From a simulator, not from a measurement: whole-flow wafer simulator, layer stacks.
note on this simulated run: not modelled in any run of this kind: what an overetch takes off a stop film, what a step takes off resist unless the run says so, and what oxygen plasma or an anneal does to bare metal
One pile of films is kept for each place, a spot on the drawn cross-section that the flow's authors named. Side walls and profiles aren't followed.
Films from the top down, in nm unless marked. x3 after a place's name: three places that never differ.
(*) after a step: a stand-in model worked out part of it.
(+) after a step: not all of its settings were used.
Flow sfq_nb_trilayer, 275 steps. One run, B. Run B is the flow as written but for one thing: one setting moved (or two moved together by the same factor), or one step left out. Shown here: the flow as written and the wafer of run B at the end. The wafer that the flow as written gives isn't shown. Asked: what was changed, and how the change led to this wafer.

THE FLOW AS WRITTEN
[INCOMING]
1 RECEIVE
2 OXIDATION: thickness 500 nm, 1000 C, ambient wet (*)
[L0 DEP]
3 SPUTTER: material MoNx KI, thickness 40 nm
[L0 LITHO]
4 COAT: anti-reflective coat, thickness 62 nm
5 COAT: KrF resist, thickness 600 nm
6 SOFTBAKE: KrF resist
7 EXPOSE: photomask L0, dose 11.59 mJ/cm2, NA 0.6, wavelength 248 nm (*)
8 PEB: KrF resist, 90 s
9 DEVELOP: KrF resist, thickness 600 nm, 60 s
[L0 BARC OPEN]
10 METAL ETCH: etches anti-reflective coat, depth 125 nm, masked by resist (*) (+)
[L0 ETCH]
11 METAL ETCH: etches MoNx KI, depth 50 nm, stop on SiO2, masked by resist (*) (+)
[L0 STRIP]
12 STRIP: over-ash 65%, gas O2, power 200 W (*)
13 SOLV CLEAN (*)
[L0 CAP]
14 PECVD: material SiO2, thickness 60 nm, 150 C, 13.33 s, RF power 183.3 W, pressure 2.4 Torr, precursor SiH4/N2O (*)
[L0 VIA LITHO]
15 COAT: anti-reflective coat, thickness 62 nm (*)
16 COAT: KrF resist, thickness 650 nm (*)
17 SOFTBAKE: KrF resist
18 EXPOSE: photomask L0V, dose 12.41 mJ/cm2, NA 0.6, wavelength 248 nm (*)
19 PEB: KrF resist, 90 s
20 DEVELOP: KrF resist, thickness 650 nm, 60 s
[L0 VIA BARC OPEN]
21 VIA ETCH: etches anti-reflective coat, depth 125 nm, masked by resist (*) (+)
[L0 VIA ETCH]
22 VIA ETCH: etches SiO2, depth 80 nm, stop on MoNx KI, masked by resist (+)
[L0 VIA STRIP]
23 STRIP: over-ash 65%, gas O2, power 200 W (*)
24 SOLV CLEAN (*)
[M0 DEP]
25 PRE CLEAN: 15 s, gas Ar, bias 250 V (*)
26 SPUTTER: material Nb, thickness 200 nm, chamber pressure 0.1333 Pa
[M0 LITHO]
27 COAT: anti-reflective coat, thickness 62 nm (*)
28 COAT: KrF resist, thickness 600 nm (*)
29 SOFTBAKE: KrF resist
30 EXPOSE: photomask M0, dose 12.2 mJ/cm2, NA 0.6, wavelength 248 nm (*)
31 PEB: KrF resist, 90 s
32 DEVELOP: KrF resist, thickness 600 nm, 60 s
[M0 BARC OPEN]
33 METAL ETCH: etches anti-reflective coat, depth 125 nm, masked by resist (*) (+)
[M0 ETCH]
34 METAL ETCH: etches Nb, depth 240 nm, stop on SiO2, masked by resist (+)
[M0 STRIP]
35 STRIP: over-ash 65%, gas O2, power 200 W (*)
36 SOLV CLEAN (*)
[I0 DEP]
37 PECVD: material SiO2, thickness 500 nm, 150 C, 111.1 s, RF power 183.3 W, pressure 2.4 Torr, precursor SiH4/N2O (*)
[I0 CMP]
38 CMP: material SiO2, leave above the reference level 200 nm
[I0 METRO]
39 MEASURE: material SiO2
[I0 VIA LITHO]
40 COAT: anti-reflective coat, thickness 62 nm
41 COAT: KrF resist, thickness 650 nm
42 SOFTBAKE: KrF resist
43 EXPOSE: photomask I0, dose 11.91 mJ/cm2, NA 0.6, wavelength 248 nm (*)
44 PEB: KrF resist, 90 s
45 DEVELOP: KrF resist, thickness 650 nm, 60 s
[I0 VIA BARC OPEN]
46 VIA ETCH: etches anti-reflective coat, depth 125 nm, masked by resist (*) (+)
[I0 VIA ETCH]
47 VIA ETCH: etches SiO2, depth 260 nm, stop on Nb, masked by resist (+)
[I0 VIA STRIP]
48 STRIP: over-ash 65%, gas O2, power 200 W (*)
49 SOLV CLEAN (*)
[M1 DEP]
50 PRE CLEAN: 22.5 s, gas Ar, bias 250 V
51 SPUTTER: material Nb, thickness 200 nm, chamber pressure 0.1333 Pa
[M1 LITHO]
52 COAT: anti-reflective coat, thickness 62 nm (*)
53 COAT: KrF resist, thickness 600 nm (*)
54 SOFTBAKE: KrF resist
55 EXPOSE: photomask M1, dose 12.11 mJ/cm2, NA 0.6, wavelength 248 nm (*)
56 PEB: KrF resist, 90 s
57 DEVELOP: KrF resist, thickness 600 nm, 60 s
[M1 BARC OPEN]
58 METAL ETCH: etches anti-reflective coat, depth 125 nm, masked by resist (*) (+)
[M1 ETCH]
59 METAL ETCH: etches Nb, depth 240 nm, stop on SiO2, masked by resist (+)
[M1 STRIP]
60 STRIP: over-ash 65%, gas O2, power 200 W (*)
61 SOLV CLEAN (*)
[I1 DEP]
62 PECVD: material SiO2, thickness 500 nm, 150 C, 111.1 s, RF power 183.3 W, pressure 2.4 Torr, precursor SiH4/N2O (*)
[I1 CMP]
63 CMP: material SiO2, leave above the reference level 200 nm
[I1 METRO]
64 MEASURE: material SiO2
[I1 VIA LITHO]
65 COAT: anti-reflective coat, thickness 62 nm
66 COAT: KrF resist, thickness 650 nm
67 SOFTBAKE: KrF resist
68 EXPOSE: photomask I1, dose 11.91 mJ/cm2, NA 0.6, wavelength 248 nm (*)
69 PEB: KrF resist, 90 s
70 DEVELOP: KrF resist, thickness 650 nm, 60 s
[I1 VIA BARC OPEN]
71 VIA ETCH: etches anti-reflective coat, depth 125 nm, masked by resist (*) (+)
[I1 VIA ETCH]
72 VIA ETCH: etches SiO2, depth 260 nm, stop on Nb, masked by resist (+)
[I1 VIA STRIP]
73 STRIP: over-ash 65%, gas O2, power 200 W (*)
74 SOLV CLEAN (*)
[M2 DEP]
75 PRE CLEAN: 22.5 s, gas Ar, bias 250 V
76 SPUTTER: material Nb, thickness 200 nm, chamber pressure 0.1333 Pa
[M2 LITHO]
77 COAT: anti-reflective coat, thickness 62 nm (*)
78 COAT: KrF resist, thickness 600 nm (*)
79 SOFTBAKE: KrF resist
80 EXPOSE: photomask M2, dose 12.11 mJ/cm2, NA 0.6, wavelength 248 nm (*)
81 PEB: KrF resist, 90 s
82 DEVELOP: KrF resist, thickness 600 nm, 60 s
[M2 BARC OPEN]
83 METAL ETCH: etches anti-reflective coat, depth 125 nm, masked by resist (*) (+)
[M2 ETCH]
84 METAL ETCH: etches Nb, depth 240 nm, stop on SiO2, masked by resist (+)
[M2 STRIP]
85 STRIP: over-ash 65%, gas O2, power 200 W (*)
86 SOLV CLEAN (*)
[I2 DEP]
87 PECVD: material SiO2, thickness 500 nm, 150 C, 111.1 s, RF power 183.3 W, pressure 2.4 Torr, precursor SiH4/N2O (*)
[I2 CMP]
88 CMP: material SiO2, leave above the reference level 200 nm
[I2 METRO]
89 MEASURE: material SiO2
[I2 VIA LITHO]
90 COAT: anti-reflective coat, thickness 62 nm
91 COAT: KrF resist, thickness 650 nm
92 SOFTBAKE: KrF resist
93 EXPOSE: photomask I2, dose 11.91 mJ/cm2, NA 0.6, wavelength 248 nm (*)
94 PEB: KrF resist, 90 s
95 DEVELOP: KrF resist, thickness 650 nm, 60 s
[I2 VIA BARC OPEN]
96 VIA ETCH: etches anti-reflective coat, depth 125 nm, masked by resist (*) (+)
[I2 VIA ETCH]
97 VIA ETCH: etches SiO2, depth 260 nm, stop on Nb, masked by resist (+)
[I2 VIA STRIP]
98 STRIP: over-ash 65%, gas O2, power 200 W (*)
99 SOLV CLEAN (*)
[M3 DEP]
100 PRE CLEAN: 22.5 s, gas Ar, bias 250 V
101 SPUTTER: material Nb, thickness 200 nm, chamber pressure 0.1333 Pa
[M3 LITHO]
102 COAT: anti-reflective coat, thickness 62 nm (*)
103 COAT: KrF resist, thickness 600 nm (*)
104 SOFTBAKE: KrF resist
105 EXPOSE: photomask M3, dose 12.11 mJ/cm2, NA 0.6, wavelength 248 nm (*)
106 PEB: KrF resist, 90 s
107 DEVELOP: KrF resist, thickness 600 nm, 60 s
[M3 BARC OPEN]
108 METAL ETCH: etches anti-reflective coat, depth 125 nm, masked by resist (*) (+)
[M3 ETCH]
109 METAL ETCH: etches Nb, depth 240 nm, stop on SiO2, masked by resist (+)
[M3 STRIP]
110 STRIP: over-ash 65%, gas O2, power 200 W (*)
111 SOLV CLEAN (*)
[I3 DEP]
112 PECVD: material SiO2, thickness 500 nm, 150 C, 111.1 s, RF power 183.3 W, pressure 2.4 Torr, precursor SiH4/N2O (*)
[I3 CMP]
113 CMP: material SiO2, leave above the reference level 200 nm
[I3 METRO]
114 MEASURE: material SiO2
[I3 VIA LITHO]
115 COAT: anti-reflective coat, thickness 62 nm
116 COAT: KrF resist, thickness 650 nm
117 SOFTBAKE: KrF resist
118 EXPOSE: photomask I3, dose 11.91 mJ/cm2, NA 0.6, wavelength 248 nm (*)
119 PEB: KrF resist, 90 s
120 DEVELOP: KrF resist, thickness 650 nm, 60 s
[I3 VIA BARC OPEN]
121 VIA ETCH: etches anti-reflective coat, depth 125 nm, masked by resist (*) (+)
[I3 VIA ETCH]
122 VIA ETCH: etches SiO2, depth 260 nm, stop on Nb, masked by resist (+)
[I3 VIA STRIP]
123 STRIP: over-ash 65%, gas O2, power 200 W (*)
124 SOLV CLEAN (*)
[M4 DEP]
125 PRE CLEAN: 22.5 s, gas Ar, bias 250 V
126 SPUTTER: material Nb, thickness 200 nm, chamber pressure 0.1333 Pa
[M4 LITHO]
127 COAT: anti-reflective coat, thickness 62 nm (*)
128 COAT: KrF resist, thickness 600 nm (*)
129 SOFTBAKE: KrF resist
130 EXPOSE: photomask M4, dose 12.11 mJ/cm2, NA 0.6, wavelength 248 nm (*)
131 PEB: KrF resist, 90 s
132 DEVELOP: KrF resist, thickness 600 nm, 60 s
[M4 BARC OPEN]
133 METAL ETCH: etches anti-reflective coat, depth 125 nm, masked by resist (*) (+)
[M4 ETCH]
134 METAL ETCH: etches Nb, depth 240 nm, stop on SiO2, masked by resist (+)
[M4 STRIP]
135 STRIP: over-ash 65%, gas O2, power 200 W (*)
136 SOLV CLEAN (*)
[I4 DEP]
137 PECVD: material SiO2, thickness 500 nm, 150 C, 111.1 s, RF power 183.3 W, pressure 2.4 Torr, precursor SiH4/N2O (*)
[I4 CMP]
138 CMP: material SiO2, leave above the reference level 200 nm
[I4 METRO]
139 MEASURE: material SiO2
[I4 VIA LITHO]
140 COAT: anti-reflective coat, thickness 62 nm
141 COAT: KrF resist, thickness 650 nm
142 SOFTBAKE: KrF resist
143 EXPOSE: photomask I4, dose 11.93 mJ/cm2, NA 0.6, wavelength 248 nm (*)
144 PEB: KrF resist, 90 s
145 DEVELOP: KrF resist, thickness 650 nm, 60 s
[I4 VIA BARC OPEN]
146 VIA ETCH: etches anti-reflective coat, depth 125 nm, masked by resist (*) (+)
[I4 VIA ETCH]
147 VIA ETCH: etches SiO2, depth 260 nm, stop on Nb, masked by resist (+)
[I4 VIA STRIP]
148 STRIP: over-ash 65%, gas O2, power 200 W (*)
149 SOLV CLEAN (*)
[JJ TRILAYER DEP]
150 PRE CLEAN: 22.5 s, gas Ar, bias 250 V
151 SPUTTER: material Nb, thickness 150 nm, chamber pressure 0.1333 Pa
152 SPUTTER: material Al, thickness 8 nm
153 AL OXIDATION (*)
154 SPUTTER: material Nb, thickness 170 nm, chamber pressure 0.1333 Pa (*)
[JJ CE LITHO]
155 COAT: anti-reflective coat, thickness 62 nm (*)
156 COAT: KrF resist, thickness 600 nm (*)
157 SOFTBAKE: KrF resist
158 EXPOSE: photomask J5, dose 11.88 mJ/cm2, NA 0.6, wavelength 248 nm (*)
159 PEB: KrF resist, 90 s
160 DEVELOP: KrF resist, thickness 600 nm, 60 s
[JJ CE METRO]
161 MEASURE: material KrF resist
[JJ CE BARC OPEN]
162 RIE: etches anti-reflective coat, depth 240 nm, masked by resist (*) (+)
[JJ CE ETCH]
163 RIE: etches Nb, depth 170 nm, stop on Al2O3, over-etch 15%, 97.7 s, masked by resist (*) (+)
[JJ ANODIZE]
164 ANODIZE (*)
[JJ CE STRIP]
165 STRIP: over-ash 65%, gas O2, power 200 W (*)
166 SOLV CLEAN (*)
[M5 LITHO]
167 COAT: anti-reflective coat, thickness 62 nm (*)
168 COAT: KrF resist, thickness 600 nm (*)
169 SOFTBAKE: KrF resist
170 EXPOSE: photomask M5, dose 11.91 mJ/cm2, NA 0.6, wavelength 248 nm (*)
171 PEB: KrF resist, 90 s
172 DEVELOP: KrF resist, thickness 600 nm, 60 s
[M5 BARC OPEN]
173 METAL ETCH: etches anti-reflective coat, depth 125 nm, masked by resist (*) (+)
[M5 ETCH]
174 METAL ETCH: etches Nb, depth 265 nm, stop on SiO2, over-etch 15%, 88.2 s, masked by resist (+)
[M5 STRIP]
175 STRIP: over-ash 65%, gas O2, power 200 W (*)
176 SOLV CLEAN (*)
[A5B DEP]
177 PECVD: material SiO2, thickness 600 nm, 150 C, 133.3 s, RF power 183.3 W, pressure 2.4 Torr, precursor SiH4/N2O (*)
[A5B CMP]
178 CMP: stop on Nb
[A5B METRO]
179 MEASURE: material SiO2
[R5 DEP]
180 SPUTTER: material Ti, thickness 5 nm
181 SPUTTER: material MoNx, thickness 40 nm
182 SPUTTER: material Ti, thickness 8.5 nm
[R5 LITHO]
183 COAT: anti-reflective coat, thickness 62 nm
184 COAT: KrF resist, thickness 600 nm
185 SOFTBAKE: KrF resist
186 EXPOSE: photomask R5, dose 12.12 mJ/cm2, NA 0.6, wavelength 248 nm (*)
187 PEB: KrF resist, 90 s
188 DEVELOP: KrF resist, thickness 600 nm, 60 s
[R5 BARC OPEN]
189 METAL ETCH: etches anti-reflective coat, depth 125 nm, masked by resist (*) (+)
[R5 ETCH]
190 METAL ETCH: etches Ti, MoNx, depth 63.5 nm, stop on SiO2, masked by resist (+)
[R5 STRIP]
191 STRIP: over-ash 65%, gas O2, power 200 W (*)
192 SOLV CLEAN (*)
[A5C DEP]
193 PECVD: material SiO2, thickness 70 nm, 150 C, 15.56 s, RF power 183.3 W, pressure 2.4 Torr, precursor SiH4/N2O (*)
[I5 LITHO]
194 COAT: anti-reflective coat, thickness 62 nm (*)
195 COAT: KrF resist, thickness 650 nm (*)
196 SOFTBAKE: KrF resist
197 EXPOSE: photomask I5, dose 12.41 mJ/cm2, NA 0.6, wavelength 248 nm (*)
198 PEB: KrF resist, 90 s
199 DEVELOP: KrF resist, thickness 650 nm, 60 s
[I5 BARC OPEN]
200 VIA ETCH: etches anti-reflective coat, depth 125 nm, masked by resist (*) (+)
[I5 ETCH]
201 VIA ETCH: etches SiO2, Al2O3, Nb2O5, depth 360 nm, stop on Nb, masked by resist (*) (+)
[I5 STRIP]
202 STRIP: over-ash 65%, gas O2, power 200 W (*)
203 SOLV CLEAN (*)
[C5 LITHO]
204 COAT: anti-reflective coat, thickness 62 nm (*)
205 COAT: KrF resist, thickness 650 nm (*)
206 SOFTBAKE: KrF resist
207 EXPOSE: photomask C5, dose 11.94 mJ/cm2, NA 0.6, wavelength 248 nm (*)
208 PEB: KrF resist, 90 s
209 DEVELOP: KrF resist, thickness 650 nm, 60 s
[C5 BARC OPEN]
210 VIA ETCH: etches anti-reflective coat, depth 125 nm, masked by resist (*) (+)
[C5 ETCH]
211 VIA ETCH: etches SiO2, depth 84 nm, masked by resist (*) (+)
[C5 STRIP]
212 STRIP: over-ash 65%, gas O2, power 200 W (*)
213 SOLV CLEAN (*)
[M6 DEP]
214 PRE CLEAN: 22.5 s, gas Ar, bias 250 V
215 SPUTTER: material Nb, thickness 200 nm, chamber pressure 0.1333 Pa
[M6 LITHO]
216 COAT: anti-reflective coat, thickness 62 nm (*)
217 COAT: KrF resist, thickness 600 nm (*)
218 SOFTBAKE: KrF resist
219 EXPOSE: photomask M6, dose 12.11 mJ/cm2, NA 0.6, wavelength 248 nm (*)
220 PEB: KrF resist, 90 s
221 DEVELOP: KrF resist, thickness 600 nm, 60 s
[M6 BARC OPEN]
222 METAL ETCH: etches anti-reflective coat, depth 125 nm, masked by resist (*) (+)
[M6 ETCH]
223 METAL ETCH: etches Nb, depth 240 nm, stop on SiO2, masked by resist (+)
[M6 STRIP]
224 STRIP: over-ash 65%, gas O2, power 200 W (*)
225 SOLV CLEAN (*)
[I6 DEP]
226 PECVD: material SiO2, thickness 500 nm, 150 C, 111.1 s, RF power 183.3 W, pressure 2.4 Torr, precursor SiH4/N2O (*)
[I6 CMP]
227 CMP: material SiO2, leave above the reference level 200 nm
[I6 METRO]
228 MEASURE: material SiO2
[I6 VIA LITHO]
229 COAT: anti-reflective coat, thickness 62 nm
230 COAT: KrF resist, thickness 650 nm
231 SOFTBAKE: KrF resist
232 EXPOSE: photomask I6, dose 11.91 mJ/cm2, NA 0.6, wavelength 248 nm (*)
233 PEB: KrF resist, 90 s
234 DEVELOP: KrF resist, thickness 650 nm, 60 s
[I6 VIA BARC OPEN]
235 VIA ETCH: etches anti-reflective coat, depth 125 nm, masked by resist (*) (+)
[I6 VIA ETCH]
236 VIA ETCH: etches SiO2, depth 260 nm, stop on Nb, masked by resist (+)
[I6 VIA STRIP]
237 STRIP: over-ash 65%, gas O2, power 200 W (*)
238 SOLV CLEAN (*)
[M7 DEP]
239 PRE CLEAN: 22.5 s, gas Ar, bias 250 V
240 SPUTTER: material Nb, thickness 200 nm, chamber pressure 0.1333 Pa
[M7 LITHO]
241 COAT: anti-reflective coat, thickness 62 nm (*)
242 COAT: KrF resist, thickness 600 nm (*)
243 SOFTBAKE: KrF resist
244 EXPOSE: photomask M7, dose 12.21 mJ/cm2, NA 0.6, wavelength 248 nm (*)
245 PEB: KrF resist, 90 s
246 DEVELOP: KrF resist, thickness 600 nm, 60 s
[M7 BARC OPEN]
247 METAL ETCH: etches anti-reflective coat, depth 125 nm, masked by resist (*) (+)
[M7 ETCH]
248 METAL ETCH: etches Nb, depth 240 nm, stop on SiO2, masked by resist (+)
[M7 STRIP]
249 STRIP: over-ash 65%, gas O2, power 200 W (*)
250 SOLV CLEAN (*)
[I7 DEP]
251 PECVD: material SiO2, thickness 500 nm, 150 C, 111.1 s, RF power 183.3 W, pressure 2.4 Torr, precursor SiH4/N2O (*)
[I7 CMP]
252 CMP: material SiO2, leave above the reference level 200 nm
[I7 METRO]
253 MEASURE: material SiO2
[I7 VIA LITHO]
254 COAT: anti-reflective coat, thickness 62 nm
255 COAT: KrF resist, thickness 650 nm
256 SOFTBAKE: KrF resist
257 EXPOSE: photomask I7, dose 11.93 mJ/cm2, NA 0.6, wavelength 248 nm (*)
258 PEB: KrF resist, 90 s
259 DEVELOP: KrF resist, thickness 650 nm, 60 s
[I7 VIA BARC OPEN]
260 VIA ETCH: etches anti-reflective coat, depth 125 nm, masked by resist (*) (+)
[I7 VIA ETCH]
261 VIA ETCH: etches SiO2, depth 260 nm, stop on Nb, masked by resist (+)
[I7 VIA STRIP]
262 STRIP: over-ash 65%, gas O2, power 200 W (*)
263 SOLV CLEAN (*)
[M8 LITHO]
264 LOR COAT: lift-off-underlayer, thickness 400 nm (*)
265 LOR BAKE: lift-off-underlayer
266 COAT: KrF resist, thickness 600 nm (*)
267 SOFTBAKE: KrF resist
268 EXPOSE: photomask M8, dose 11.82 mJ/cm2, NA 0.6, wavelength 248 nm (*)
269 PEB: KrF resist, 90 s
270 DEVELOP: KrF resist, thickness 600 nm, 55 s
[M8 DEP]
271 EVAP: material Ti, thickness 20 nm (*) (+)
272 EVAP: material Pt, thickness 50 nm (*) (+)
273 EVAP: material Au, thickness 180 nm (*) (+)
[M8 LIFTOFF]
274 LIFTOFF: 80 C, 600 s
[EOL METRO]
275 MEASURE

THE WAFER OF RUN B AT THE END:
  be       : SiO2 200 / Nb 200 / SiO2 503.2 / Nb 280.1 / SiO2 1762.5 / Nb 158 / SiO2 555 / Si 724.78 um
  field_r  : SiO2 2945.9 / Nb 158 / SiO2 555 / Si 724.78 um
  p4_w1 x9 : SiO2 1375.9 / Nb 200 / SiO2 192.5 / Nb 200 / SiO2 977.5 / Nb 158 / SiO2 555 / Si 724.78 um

The cause: step 26, SPUTTER: thickness 158 nm was run, where the flow has thickness 200 nm.
It can be read off the wafer: be has Nb 158, and step 26 as written asks for 200 nm.

How the change led to this, step by step:
  26 SPUTTER: material Nb, thickness 200 nm, chamber pressure 0.1333 Pa
      field_l, v_sur, via_wl and 102 more: Nb +158 (new film) (as written it would be: Nb +200 (new film))
      l0v: Nb +153.8 (new film) (as written it would be: Nb +195.7 (new film))
  34 METAL ETCH: etches Nb, depth 240 nm, stop on SiO2, masked by resist (+)
      moat, m0r_space_l x2: Nb -158 (all of it) (as written it would be: Nb -200 (all of it))
  37 PECVD: material SiO2, thickness 500 nm, 150 C, 111.1 s, RF power 183.3 W, pressure 2.4 Torr, precursor SiH4/N2O (*)
      moat, m0r_space_l x2: SiO2 +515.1 (as written it would be: SiO2 +557.1)
